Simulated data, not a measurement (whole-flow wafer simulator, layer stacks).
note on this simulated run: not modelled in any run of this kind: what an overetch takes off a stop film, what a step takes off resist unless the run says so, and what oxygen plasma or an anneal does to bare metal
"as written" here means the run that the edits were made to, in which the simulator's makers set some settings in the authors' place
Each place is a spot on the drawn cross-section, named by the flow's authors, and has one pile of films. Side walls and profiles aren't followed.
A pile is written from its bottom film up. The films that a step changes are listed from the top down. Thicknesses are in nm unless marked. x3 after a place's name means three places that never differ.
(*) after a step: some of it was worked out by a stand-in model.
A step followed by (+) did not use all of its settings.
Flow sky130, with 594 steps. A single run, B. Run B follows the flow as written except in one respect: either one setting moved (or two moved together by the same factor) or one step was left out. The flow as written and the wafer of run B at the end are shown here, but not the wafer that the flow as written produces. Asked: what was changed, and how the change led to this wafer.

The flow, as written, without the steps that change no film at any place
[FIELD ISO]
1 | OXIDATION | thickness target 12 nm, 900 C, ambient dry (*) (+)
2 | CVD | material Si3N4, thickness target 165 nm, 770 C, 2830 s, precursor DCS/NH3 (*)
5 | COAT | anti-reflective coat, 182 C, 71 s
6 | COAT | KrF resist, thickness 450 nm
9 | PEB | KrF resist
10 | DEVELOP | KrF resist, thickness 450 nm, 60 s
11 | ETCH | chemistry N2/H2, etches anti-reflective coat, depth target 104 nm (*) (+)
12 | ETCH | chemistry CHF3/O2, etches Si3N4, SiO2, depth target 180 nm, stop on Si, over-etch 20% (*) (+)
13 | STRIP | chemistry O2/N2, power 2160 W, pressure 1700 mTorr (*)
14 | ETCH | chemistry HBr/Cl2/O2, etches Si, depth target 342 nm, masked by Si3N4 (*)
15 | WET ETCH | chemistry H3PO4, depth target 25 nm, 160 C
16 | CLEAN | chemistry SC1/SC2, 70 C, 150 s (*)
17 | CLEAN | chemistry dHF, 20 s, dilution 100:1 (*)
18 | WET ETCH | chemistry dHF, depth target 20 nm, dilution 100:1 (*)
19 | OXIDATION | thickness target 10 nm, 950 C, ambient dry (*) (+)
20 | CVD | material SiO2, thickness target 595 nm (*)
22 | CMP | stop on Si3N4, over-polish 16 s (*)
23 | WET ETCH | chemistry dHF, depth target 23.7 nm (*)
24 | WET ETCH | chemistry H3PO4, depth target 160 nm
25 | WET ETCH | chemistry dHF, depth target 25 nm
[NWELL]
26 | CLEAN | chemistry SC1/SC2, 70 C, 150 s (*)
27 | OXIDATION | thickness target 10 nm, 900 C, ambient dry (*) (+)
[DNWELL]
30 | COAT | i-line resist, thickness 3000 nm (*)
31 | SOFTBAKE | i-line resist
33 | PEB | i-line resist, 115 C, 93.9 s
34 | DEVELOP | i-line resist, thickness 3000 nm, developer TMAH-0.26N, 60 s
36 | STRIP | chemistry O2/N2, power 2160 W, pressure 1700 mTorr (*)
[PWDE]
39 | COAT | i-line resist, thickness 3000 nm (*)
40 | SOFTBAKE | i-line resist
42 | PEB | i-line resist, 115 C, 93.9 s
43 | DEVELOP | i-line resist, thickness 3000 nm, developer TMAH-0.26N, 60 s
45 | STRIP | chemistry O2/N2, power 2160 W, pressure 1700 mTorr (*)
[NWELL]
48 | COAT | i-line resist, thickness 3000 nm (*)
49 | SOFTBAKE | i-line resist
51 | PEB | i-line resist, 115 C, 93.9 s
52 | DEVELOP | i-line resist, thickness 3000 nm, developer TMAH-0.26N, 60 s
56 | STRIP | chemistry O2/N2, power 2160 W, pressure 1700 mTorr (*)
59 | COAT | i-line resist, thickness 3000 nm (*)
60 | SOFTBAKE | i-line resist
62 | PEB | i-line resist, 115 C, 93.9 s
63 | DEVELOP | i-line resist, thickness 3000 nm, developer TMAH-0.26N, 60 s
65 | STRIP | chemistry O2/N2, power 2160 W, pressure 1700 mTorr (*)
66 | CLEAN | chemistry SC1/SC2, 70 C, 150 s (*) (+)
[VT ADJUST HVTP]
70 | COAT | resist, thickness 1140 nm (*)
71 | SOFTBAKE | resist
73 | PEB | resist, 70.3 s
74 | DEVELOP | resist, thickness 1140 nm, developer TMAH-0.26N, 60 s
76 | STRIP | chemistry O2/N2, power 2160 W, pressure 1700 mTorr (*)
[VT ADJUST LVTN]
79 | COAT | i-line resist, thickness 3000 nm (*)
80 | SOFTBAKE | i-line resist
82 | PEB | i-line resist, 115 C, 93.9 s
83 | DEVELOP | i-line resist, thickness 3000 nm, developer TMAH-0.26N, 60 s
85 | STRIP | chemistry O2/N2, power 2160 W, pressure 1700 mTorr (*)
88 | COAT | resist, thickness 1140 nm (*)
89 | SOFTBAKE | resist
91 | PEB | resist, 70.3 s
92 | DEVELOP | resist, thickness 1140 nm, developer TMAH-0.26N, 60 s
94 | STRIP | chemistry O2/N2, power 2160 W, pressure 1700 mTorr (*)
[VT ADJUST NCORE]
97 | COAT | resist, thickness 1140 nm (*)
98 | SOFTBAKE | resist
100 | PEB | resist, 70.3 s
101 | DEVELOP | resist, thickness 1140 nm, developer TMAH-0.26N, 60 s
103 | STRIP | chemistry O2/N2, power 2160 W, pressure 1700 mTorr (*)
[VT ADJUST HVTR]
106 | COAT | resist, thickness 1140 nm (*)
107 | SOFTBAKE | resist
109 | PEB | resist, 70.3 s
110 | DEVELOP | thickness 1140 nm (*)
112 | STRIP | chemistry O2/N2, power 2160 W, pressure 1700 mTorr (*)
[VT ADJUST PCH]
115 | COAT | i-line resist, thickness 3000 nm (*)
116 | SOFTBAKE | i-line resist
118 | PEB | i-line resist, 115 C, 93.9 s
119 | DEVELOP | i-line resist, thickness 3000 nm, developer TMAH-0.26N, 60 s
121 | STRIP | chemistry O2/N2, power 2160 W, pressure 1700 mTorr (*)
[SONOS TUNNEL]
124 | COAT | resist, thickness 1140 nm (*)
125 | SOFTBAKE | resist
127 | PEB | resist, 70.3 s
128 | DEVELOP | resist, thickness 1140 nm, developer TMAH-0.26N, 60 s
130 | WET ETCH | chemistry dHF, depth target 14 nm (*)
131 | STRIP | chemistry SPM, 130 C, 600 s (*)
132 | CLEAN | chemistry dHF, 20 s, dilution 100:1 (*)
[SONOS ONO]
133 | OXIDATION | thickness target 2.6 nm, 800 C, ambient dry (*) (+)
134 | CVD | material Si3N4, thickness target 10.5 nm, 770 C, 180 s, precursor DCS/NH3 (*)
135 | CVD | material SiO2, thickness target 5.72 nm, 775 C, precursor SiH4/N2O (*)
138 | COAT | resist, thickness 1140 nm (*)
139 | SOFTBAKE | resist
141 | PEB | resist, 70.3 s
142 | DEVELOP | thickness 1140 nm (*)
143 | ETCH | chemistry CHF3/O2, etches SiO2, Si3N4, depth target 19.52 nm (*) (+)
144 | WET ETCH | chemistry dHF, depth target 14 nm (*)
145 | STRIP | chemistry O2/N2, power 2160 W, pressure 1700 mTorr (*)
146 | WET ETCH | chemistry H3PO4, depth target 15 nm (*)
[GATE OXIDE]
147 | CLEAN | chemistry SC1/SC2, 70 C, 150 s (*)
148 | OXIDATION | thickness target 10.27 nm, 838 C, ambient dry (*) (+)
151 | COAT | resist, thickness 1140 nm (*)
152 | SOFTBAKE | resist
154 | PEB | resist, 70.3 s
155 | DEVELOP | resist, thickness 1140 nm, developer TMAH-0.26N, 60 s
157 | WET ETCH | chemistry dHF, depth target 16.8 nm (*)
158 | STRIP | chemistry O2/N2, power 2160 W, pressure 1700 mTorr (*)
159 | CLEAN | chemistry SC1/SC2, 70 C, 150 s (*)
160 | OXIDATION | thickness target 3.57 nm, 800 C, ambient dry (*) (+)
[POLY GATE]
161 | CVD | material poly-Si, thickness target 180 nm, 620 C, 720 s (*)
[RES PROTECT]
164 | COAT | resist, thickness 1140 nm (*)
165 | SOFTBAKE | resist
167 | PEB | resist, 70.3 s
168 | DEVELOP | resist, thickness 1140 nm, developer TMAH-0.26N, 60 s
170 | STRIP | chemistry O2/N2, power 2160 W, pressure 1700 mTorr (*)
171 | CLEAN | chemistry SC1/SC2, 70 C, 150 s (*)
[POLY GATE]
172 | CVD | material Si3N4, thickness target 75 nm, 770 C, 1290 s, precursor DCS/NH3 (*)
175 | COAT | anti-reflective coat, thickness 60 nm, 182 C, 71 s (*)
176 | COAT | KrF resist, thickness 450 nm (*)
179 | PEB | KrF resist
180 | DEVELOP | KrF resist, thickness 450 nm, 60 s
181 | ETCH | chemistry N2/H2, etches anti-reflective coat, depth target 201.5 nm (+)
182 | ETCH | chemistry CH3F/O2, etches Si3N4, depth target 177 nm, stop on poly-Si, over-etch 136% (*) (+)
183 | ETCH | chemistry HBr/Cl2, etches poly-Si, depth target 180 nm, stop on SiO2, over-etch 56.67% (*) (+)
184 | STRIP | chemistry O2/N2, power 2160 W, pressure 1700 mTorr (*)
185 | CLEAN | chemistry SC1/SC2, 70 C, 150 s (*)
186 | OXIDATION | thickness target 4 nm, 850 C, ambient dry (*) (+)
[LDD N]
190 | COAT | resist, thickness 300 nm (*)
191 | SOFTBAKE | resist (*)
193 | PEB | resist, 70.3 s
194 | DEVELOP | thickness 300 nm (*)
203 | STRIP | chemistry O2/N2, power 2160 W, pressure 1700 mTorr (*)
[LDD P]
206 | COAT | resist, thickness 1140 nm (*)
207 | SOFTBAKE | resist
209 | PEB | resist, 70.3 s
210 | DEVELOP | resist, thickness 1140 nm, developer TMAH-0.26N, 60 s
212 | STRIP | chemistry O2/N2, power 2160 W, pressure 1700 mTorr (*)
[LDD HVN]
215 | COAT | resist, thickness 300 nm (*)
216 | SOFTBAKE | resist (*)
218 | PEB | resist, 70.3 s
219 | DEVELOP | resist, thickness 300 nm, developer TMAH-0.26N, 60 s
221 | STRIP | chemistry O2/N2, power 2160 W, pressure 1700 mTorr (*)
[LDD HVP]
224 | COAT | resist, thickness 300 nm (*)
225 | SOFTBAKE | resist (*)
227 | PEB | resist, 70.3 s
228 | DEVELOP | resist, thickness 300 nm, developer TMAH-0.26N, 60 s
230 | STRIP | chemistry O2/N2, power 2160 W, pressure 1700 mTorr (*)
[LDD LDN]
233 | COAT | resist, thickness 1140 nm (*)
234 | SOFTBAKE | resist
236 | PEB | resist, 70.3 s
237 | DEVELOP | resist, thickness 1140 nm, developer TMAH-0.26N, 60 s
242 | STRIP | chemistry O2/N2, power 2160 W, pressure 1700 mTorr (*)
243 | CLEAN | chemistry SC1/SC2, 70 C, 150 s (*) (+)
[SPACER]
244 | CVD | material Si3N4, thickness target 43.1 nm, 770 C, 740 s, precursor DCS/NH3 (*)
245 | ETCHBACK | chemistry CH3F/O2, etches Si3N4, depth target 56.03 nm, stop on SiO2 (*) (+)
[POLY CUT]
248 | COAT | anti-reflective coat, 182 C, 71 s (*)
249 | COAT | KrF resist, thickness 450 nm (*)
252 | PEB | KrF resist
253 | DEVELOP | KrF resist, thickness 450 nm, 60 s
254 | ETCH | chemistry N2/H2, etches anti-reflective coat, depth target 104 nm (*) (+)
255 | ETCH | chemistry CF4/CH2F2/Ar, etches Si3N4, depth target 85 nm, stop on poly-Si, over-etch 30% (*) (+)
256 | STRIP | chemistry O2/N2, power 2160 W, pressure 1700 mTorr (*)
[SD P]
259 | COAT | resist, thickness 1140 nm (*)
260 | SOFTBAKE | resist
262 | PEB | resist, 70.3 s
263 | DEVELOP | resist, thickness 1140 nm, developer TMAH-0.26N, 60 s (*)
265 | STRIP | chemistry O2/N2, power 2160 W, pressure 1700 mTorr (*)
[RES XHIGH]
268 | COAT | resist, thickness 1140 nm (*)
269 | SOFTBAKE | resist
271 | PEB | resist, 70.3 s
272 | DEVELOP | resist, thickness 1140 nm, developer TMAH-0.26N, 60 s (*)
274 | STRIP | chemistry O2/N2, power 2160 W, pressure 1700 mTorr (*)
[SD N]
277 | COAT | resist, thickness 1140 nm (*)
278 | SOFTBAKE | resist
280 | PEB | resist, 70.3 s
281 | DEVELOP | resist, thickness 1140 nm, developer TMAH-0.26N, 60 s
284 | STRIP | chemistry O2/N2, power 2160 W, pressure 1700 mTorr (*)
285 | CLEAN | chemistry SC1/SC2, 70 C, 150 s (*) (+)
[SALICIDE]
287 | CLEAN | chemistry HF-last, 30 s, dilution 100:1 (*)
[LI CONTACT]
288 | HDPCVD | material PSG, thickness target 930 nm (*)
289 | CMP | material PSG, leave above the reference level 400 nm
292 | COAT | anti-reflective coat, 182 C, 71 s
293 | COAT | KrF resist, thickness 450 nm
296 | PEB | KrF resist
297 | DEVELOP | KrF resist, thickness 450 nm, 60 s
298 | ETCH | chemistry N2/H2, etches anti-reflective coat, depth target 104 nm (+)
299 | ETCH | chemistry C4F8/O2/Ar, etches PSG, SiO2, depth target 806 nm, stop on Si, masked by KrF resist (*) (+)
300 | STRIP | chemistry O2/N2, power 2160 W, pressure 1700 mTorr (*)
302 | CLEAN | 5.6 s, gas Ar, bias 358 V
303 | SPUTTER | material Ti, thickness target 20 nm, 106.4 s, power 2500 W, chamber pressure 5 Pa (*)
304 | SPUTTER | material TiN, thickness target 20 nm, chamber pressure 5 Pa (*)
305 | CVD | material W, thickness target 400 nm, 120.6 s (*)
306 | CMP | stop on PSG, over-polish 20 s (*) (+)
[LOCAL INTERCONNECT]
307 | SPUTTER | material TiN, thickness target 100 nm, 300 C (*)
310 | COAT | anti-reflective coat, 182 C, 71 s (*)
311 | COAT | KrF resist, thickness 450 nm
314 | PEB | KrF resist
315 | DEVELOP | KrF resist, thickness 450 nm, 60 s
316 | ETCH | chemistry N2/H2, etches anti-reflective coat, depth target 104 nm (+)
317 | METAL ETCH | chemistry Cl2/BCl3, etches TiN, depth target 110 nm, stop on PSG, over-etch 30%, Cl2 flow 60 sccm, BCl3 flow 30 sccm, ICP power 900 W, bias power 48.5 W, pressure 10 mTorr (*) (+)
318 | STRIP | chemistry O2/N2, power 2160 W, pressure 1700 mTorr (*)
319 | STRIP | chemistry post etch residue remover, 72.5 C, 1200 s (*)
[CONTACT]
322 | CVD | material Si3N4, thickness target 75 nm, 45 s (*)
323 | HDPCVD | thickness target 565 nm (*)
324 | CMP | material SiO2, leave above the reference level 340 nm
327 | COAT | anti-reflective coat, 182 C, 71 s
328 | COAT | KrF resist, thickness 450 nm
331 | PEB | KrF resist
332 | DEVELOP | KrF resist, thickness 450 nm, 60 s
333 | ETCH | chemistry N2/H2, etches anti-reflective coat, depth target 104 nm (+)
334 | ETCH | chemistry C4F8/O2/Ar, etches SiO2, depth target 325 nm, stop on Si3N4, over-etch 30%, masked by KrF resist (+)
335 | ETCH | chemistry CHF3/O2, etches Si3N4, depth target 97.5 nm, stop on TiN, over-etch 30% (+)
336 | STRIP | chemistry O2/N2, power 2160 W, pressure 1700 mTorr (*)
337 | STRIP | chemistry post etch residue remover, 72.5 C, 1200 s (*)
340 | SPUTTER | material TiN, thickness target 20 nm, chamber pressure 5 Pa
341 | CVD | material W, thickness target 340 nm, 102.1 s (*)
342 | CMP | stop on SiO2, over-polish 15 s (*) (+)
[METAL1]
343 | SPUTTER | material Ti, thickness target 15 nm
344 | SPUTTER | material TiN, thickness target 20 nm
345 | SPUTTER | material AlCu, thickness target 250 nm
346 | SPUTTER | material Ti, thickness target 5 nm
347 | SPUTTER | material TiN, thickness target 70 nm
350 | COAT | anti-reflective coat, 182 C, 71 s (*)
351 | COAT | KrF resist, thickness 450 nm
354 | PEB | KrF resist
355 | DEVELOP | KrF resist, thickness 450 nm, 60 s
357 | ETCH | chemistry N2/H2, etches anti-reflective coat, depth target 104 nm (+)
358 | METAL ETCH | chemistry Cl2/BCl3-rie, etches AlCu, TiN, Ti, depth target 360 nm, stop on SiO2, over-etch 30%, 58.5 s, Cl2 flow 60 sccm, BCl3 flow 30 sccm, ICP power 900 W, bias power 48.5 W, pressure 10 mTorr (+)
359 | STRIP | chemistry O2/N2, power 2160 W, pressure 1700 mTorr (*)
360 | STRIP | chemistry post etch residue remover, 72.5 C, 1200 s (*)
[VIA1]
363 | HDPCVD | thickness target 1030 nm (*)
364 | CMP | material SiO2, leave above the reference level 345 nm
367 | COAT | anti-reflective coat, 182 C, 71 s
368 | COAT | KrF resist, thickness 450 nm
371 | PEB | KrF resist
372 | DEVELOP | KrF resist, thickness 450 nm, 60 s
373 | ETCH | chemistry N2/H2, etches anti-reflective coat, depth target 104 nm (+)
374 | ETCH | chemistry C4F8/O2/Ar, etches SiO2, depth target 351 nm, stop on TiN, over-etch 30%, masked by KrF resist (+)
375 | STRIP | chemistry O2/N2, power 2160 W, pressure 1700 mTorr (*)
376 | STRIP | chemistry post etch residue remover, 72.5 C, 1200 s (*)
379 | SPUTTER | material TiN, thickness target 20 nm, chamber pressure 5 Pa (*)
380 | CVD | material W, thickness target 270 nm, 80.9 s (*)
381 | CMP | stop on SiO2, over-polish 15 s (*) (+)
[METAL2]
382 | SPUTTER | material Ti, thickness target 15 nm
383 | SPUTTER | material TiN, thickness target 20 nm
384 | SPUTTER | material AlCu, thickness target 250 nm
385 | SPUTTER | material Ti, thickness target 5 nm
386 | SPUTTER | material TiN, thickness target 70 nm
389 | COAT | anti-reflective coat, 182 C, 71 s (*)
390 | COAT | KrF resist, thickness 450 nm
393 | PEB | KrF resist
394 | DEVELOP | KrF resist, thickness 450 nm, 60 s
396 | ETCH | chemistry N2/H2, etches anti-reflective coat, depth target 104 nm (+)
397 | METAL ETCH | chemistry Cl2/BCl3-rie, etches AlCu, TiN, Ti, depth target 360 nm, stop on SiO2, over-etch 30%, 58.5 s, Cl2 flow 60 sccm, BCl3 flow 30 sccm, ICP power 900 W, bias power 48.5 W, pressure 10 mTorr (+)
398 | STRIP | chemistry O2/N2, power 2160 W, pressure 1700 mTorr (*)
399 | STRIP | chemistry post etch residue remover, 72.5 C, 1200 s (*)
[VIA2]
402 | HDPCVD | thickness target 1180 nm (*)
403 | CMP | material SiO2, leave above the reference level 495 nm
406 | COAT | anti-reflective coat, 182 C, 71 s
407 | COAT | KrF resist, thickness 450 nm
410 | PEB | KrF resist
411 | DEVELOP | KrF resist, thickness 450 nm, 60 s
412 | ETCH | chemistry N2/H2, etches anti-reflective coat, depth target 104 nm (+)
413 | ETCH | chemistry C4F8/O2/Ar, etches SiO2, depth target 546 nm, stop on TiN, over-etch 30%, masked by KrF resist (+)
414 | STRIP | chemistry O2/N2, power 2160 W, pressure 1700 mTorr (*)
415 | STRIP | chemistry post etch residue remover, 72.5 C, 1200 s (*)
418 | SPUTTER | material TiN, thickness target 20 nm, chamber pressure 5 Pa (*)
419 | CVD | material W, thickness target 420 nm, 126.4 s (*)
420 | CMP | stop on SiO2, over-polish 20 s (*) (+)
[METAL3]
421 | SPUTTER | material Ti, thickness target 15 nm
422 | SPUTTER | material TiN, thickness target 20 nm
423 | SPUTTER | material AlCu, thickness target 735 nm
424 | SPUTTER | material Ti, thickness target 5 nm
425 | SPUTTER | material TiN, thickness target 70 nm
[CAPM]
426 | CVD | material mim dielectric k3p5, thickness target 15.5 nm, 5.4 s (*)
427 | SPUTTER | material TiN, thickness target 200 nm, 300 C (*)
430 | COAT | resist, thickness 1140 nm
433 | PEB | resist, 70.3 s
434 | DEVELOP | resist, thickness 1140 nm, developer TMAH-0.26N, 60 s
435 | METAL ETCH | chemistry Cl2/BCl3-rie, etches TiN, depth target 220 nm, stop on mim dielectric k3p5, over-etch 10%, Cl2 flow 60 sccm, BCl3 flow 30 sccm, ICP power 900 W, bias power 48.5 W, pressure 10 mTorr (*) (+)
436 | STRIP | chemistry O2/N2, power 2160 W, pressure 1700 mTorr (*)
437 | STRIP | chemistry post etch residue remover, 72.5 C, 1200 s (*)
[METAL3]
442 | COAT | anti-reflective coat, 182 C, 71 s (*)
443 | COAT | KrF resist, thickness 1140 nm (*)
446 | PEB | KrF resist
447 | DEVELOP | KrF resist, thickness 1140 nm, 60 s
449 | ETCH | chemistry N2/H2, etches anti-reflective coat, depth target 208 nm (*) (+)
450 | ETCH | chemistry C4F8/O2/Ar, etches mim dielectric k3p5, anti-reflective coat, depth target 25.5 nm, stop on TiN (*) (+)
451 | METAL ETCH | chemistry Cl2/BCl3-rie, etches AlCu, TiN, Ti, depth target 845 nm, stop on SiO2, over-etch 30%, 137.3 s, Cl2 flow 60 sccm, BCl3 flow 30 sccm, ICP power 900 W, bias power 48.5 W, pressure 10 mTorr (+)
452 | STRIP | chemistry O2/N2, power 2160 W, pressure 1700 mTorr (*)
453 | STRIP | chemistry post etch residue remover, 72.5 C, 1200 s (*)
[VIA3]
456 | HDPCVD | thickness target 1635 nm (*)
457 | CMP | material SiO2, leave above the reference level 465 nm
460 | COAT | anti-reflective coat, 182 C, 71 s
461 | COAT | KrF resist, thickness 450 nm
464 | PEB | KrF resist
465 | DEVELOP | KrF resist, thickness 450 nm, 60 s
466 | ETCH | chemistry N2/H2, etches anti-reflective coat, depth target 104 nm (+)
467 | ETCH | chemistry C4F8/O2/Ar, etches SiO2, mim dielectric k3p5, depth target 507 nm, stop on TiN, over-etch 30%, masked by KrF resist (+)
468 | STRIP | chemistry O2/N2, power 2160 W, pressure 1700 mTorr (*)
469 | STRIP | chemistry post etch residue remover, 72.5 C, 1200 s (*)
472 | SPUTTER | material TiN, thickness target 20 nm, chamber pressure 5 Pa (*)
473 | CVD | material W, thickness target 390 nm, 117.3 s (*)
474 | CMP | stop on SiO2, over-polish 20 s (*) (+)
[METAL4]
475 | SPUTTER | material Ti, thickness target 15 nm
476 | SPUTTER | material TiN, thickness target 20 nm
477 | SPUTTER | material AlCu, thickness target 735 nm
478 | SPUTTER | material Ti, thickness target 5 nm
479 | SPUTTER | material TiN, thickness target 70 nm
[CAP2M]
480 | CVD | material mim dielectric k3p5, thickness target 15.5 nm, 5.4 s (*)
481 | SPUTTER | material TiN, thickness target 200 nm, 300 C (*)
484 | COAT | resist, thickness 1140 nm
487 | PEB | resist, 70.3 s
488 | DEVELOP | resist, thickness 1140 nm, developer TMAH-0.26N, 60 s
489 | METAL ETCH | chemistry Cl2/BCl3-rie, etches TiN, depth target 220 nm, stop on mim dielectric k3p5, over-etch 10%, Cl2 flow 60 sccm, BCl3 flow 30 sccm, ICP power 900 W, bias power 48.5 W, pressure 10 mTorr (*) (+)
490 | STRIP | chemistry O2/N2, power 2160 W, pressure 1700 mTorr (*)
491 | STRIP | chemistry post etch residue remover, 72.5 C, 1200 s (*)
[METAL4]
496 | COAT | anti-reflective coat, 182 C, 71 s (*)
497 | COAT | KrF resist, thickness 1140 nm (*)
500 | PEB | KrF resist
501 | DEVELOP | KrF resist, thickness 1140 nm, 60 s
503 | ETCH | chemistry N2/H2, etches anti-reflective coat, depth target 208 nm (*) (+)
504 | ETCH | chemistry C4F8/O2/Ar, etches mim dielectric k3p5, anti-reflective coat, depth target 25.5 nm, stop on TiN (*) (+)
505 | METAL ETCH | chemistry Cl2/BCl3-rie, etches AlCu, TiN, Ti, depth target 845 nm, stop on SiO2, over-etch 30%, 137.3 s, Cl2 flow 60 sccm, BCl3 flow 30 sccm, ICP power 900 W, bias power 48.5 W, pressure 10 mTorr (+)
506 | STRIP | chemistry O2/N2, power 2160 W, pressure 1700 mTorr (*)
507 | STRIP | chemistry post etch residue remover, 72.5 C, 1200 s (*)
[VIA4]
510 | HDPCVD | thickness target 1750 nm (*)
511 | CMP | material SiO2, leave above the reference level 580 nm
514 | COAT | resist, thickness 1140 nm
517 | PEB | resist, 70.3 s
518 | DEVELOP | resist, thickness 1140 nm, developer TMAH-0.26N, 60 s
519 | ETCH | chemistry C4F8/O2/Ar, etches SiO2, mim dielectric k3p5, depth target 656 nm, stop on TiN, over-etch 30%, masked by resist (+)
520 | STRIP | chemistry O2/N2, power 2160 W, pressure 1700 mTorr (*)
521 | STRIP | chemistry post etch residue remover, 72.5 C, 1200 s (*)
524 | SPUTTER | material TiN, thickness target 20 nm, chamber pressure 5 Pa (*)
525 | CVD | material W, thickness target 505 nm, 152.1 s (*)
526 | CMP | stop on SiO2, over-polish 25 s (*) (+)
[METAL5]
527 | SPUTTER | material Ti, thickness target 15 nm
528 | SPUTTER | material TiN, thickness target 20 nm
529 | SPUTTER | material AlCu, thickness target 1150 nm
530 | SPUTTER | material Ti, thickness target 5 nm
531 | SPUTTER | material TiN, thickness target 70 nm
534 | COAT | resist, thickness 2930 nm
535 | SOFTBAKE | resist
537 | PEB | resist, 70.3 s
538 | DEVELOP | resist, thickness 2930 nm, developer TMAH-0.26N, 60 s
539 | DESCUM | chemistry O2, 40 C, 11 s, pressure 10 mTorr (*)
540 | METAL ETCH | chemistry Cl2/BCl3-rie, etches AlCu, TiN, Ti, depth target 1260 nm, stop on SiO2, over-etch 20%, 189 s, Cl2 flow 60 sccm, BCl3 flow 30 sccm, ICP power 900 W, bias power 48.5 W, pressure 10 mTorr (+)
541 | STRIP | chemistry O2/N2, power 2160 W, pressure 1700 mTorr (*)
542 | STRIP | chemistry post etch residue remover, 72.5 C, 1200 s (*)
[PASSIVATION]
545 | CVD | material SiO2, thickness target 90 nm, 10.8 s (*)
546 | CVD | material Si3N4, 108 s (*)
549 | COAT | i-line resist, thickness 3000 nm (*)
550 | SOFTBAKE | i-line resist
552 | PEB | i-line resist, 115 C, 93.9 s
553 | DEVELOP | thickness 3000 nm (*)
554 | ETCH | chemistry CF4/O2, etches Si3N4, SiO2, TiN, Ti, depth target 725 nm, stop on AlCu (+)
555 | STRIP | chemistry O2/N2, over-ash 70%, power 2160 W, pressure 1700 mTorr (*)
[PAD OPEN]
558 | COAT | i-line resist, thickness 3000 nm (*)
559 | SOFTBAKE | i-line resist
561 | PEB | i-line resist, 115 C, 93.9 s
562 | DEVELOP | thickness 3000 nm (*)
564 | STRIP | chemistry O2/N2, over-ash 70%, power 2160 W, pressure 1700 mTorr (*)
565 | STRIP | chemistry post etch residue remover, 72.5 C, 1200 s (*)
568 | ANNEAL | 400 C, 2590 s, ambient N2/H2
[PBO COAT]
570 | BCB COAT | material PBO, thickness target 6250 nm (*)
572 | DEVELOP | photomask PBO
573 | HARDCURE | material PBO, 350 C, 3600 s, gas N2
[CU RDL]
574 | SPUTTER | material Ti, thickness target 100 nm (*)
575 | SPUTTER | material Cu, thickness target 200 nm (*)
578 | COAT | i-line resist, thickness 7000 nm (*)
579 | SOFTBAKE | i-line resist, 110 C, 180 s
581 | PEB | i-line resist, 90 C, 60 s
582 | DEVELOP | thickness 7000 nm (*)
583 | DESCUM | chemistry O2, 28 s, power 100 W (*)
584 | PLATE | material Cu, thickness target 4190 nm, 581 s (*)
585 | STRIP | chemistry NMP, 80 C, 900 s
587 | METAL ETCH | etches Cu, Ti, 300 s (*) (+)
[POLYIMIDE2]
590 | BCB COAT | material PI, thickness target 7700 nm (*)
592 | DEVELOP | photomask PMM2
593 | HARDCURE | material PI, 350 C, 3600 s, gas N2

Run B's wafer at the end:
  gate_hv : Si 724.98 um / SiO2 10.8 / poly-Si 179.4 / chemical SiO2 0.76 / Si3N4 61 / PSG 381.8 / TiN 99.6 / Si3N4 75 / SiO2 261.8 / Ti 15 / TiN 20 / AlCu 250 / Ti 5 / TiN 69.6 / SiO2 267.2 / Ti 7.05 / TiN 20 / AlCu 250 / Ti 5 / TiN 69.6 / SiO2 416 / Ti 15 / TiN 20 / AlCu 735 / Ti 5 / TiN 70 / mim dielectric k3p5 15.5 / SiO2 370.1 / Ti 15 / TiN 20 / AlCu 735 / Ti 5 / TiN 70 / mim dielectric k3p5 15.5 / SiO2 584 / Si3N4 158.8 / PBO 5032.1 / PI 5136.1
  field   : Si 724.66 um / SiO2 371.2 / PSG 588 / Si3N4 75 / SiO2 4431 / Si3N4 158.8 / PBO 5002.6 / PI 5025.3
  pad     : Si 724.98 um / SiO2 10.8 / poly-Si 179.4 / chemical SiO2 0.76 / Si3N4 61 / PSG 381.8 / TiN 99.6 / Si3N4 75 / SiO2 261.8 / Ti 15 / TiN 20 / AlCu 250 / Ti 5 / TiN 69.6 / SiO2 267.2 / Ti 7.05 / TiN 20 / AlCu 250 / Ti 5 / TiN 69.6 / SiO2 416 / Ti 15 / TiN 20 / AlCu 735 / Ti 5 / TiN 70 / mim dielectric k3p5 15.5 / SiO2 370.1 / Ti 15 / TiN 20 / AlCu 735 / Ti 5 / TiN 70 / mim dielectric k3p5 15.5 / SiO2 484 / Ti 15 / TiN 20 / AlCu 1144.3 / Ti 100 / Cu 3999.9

What caused this: step 382, SPUTTER: thickness target 7.05 nm was run, though the flow has thickness target 15 nm.
The wafer itself shows it: gate_hv has Ti 7.05, and step 382 as written asks for 15 nm.

How this came from the change, step by step:
  382 | SPUTTER | material Ti, thickness target 15 nm
      field, active, n_well and 188 more: Ti gains 7.05 (new film) (as written it would have been: Ti gains 15 (new film))
  397 | METAL ETCH | chemistry Cl2/BCl3-rie, etches AlCu, TiN, Ti, depth target 360 nm, stop on SiO2, over-etch 30%, 58.5 s, Cl2 flow 60 sccm, BCl3 flow 30 sccm, ICP power 900 W, bias power 48.5 W, pressure 10 mTorr (+)
      field, active, gate and 82 more: TiN loses 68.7 (all of it), Ti loses 5 (all of it), AlCu loses 250 (all of it), TiN loses 20 (all of it), Ti loses 7.05 (all of it), SiO2 loses 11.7 (as written it would have been: TiN loses 68.7 (all of it), Ti loses 5 (all of it), AlCu loses 250 (all of it), TiN loses 20 (all of it), Ti loses 15 (all of it), SiO2 loses 10.9)
